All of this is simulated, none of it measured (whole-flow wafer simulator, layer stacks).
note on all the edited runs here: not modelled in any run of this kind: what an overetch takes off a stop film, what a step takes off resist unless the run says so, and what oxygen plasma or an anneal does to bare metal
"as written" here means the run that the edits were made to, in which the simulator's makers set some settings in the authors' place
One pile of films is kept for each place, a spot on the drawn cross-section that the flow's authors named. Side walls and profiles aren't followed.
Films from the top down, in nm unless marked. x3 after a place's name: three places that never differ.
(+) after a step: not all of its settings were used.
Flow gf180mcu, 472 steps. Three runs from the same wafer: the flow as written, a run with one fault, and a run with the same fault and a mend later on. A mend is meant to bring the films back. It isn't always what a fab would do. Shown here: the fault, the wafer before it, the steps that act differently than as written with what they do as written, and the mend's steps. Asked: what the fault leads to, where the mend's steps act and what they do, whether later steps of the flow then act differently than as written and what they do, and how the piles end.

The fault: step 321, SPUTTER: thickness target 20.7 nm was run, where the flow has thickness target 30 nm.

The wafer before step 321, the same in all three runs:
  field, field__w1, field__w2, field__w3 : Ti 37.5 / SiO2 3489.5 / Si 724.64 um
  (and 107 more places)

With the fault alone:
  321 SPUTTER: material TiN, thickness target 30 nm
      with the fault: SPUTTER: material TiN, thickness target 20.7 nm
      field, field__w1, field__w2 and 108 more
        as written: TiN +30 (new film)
        with the fault: TiN +20.7 (new film)
  Later steps of the flow that act differently than as written:
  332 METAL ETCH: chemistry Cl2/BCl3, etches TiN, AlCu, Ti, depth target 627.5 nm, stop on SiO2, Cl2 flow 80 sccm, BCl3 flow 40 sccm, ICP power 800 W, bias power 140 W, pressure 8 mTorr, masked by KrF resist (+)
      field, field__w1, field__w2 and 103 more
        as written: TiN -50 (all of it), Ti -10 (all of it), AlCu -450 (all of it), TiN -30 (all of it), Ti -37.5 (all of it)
        with the fault: TiN -50 (all of it), Ti -10 (all of it), AlCu -450 (all of it), TiN -20.7 (all of it), Ti -37.5 (all of it)
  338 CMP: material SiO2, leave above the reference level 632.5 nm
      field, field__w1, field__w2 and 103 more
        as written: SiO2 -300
        with the fault: SiO2 -309.3
  At the end the piles differ from the flow's by more than 2% or 0.5 nm, whichever is larger, at field__w8, contact, m1, m1__w1, m1_nw.
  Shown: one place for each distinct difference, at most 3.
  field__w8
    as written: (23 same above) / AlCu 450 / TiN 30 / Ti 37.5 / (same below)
    with the fault: (23 same above) / AlCu 450 / TiN 20.7 / Ti 37.5 / (same below)
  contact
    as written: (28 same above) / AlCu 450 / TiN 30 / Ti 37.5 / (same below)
    with the fault: (28 same above) / AlCu 450 / TiN 20.7 / Ti 37.5 / (same below)

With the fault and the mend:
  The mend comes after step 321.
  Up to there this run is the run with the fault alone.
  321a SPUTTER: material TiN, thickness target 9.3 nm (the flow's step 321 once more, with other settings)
      field, field__w1, field__w2 and 108 more
        TiN +9.3
  No later step of the flow acts differently than as written at any place that is followed.
  At the end the piles are the same as the flow's at every place that both follow.
